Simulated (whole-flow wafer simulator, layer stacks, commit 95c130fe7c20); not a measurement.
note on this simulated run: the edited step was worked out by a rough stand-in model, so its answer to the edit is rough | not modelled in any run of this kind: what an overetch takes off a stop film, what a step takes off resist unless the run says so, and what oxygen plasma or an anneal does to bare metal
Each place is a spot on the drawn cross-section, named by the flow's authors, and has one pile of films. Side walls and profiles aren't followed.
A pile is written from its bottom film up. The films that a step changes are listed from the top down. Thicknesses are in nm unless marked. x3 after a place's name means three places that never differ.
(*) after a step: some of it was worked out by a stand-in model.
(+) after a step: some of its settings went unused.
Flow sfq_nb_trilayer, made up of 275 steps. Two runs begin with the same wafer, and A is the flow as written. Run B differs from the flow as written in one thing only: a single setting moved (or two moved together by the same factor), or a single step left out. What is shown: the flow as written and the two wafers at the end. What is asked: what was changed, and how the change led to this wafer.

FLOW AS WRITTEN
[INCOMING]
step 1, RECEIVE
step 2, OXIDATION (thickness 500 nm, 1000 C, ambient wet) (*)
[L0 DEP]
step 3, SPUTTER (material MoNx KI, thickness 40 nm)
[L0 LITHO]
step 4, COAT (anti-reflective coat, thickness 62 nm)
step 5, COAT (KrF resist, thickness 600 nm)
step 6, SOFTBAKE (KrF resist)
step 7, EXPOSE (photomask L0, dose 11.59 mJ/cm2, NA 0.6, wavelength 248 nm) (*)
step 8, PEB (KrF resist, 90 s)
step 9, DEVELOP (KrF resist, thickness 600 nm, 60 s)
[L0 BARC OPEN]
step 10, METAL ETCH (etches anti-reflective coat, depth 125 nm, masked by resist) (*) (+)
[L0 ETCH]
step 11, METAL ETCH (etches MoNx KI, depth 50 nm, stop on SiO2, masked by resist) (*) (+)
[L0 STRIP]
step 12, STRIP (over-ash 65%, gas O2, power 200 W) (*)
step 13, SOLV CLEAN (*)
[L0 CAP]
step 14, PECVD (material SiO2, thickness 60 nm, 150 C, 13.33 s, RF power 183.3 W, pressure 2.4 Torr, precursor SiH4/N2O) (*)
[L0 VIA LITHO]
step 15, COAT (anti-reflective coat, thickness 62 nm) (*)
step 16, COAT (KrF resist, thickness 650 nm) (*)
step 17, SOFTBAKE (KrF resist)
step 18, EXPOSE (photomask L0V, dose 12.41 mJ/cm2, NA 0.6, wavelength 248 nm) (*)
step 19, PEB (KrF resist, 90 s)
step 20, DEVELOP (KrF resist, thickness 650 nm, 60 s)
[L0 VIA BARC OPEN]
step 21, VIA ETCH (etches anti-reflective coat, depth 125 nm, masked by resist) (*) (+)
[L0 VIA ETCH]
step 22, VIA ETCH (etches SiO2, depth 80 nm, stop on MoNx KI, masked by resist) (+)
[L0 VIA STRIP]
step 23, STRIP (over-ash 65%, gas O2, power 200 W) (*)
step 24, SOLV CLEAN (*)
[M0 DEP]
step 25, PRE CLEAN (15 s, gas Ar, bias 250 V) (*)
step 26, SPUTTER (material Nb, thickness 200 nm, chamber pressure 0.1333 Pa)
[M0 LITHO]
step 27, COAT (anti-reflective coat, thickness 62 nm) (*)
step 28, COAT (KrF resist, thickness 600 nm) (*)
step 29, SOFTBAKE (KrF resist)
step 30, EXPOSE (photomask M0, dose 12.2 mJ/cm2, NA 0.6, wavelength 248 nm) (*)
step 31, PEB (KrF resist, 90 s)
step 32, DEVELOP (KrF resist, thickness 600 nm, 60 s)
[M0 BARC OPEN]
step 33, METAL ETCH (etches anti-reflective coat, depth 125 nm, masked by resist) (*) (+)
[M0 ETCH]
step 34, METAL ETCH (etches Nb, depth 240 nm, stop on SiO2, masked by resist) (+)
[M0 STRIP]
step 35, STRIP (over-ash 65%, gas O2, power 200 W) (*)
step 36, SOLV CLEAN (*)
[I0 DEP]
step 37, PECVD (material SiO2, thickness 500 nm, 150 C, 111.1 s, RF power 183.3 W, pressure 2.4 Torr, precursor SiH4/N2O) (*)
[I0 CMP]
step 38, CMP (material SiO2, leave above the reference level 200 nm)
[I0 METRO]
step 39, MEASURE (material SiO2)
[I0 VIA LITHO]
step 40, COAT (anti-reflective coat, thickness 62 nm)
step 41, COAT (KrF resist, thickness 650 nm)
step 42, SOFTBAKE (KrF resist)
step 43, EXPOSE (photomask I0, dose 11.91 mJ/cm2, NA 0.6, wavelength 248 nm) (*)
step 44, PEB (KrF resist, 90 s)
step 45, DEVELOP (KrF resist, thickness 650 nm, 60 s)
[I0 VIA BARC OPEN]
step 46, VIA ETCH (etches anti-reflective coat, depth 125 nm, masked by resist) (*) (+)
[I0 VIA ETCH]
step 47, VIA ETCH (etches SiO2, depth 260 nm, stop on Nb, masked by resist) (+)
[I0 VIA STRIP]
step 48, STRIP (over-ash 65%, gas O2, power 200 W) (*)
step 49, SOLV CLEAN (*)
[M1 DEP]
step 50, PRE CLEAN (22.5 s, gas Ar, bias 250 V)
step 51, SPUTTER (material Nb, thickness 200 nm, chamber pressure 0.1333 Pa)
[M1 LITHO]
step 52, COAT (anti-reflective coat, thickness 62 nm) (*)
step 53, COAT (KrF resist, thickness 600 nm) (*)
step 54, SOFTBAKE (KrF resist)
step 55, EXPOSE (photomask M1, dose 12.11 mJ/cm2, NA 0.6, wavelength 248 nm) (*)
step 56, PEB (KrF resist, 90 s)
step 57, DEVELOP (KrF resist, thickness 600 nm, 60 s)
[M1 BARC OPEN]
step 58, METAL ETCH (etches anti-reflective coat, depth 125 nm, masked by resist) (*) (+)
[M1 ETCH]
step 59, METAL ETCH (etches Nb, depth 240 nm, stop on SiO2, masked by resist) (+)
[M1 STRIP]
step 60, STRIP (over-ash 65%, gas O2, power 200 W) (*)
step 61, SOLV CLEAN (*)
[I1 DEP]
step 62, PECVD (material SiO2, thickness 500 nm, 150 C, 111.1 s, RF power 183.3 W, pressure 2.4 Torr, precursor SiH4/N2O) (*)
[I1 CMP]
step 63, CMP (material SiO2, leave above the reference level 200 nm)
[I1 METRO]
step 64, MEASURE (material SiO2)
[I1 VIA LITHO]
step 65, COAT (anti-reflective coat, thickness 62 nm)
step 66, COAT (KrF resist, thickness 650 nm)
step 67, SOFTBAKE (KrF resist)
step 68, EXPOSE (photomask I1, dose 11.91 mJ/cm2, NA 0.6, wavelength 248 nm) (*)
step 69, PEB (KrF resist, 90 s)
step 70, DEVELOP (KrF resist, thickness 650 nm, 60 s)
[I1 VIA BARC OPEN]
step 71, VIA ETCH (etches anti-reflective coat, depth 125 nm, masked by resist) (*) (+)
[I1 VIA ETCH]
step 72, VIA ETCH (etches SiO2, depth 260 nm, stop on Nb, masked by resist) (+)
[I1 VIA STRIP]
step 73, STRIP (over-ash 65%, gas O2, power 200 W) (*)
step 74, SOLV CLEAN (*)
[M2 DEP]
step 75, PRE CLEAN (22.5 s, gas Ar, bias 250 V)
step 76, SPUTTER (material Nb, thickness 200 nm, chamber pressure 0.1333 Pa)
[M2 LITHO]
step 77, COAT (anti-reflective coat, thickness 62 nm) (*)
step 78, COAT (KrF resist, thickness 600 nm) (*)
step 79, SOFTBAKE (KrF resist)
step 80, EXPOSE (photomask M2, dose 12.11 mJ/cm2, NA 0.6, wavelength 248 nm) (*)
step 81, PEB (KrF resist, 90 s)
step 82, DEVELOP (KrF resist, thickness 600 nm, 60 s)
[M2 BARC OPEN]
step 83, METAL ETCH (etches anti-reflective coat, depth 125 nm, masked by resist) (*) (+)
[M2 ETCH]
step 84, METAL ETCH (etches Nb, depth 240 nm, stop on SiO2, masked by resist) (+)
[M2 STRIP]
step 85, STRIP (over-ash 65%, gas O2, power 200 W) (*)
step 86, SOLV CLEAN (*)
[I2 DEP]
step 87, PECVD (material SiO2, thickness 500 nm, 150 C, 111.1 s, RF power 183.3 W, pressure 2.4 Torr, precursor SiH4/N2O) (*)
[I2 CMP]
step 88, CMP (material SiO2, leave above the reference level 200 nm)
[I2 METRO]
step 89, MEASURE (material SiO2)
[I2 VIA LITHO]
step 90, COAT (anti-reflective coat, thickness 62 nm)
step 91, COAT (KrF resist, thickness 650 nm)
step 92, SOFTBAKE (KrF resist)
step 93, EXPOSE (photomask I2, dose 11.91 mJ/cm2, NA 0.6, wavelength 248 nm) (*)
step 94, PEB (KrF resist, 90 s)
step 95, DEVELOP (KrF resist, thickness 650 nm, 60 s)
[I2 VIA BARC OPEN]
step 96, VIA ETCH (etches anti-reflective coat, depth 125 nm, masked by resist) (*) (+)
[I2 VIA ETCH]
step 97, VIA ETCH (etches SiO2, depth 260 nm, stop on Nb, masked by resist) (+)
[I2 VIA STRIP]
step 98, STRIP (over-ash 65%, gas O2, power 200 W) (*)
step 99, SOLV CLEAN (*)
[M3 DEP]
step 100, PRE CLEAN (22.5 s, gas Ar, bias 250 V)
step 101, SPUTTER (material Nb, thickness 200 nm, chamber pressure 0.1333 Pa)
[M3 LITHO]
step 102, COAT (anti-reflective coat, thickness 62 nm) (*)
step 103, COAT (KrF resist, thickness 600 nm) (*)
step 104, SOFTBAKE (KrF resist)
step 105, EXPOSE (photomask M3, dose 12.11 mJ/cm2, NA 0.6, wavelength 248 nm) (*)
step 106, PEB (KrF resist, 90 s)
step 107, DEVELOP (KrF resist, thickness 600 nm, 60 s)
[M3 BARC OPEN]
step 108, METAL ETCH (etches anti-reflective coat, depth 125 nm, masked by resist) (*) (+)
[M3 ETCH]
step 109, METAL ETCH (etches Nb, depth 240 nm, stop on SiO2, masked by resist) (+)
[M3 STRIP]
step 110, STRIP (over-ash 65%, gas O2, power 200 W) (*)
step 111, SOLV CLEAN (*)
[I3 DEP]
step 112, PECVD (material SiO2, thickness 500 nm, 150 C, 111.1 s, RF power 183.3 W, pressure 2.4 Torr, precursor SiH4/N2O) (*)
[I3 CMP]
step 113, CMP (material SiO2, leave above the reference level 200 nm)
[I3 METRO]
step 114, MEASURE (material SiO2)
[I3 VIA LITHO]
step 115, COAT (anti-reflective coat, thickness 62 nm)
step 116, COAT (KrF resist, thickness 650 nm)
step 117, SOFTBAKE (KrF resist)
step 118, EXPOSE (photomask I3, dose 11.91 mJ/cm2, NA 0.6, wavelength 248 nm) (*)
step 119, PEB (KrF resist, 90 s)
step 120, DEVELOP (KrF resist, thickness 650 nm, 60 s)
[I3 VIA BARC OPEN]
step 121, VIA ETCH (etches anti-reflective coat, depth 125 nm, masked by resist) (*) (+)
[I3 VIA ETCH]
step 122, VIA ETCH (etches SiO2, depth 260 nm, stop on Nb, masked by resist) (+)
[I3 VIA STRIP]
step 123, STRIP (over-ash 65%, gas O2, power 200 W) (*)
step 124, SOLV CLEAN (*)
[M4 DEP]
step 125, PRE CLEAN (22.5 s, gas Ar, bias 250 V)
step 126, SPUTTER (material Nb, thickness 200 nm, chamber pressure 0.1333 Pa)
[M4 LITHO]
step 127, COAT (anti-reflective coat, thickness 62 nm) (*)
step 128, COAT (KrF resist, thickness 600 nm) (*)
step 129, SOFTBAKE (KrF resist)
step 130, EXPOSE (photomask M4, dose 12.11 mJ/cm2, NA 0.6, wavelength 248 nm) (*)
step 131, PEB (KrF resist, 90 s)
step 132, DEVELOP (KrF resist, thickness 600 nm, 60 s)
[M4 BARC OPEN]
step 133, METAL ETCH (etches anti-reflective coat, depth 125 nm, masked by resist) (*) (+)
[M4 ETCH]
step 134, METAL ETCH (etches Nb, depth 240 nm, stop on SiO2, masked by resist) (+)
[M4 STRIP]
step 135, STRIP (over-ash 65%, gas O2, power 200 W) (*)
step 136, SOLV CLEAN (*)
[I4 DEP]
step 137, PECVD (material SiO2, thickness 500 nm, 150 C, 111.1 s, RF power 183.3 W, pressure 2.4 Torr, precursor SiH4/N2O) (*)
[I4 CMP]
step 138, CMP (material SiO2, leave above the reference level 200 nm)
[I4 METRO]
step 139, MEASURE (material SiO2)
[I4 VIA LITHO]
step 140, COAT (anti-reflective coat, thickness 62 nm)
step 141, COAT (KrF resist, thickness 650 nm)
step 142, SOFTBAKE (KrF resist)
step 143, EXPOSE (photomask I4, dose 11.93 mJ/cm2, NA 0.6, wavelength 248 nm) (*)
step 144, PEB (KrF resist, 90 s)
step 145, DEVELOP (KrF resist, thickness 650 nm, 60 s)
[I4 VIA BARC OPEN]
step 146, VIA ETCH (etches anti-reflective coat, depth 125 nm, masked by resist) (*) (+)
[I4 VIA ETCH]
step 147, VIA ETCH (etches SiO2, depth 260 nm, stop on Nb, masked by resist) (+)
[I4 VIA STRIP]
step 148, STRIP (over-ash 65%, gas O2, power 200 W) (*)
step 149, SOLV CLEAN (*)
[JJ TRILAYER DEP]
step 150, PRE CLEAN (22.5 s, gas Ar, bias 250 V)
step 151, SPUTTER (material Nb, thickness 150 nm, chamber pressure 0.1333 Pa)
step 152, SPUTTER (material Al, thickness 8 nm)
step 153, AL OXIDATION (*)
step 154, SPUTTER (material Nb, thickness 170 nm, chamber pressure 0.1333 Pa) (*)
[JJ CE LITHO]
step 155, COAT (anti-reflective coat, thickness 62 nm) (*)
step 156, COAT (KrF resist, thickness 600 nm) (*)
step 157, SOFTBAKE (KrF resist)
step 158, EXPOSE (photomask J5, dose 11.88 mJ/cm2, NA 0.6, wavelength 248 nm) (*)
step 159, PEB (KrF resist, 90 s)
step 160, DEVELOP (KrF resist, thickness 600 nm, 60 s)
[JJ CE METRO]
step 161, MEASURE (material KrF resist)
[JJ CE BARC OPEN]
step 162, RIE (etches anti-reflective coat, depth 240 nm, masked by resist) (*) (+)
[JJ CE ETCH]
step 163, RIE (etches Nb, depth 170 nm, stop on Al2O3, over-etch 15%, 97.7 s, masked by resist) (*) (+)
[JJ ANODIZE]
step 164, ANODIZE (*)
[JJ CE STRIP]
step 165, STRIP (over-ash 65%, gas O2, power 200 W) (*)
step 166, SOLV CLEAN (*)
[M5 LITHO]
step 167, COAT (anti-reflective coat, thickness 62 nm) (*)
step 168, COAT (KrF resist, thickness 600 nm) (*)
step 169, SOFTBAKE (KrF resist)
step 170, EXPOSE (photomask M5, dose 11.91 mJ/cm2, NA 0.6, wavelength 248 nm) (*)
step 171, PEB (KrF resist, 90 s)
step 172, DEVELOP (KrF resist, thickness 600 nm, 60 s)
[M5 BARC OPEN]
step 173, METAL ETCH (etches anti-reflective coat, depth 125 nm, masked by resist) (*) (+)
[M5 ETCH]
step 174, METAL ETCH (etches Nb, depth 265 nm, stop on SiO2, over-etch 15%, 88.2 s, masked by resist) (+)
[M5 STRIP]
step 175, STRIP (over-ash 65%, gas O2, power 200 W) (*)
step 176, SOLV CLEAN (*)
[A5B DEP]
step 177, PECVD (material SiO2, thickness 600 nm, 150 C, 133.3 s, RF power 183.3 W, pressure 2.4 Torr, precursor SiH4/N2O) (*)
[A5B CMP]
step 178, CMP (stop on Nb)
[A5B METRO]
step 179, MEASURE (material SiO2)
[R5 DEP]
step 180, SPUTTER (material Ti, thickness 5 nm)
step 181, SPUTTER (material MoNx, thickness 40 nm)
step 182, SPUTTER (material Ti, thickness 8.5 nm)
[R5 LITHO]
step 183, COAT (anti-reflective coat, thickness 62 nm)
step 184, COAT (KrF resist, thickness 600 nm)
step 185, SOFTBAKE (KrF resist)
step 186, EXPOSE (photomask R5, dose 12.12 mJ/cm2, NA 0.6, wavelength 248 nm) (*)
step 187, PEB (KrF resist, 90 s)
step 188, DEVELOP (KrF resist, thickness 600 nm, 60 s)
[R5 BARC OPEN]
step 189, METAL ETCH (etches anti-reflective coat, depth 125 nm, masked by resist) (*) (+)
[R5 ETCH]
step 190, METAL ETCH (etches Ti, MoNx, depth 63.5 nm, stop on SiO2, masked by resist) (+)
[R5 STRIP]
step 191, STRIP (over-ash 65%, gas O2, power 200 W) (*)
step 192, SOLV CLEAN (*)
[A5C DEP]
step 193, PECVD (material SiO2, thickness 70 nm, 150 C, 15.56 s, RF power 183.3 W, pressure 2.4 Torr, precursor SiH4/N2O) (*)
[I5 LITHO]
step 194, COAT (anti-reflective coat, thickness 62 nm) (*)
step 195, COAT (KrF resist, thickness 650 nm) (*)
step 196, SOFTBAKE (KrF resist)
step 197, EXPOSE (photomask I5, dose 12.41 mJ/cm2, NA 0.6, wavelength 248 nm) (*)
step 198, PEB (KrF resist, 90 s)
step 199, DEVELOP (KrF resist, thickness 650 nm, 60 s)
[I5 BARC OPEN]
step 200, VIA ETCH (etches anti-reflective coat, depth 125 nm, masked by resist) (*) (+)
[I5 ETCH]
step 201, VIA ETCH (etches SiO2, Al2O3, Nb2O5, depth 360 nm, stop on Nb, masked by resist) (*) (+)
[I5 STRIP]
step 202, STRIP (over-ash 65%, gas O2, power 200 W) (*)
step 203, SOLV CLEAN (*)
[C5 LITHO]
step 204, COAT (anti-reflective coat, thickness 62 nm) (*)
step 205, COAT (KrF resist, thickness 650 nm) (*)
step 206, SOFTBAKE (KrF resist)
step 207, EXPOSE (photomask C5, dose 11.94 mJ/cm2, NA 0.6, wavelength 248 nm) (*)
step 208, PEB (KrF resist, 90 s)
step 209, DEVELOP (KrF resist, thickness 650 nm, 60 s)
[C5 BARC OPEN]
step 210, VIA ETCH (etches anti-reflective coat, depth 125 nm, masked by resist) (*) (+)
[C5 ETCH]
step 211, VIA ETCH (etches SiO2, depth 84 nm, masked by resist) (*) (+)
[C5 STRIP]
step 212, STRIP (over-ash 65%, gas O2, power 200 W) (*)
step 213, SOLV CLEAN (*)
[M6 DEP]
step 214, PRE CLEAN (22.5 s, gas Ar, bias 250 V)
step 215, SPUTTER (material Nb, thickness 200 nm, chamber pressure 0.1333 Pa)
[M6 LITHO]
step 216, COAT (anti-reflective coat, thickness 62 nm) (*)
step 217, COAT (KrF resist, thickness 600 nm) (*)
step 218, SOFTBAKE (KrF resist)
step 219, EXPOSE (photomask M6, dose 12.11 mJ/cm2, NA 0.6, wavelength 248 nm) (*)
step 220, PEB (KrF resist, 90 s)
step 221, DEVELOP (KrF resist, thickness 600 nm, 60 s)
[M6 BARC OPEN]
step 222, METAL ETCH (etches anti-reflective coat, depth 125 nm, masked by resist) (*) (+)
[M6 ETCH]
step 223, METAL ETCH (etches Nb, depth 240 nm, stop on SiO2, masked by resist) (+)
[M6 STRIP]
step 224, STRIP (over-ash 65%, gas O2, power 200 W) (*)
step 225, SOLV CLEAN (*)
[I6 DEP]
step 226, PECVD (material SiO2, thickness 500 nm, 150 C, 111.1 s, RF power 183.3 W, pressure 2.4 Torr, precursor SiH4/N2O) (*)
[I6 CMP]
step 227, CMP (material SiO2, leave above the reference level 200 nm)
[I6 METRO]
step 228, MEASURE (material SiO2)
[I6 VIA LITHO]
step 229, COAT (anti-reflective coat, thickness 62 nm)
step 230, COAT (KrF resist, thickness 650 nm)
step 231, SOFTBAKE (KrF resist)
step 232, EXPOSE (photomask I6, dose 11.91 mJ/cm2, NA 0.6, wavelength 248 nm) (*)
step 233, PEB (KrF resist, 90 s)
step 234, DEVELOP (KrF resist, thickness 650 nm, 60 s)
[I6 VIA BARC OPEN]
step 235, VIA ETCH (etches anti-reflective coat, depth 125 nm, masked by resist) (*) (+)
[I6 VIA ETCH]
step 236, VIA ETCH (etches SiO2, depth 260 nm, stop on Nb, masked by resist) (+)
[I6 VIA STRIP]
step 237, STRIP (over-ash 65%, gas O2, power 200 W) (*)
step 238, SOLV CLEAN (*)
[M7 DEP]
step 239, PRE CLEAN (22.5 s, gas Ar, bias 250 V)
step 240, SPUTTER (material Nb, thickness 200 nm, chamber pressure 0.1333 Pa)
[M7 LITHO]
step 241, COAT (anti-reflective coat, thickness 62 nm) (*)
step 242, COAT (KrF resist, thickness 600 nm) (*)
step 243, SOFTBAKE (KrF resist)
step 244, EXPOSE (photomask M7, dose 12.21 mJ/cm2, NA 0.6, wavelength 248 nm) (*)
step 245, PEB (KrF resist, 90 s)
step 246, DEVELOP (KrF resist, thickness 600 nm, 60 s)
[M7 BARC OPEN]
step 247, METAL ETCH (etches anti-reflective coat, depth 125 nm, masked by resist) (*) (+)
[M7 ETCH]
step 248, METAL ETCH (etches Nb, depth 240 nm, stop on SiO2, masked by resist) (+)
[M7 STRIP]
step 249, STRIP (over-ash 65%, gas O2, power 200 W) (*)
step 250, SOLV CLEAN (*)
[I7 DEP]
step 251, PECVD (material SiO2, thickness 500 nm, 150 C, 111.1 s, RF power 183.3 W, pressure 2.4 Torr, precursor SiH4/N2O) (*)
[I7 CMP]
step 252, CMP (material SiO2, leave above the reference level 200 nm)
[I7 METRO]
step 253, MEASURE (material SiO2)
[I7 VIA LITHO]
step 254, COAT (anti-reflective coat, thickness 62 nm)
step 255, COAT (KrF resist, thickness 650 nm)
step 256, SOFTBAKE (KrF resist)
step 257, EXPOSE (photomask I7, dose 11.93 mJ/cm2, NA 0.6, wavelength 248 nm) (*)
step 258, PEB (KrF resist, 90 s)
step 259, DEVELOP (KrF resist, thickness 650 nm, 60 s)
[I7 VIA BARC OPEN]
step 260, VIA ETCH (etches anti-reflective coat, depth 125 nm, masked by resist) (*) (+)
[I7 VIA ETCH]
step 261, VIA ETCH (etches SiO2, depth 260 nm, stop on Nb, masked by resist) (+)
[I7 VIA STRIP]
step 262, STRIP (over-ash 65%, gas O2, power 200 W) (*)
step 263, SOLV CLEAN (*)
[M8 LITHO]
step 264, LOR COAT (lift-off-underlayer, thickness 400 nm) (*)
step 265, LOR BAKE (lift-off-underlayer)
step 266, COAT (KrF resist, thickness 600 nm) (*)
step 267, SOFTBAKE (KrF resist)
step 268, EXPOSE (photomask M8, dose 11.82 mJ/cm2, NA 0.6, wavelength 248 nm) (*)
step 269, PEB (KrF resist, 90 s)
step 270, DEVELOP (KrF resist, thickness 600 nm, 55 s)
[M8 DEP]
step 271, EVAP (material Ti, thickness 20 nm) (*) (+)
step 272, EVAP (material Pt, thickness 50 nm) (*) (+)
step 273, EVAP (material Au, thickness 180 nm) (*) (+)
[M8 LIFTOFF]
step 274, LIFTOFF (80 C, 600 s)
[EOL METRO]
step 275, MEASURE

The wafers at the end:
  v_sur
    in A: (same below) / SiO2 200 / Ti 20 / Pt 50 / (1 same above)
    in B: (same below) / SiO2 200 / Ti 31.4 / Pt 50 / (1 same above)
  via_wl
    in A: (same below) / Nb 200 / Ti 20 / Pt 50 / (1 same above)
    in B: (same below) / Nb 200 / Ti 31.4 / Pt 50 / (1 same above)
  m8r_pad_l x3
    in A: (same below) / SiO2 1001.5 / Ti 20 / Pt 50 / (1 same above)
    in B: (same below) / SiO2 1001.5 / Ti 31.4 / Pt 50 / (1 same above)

What caused this: step 271, EVAP: thickness 31.4 nm was run, though the flow has thickness 20 nm.
The wafer itself shows it: v_sur has Ti 31.4, and step 271 as written asks for 20 nm.

The path from the change to this, step by step:
  step 271, EVAP (material Ti, thickness 20 nm) (*) (+)
      field_l, v_sur, via_wl and 103 more: A Ti gains 20 (new film) | B Ti gains 31.4 (new film)
  step 274, LIFTOFF (80 C, 600 s)
      p4_fl x3, p4_w1 x9, p4_g1 x2 and 60 more: A Au loses 180 (all of it), Pt loses 50 (all of it), Ti loses 20 (all of it), KrF resist loses 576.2 (all of it), lift-off-underlayer loses 400 (all of it) | B Au loses 180 (all of it), Pt loses 50 (all of it), Ti loses 31.4 (all of it), KrF resist loses 576.2 (all of it), lift-off-underlayer loses 400 (all of it)
      c5j, ce_r: A Au loses 180 (all of it), Pt loses 50 (all of it), Ti loses 20 (all of it), KrF resist loses 573.3 (all of it), lift-off-underlayer loses 399.3 (all of it) | B Au loses 180 (all of it), Pt loses 50 (all of it), Ti loses 31.4 (all of it), KrF resist loses 573.3 (all of it), lift-off-underlayer loses 399.3 (all of it)
      (as well as at 19 more places)
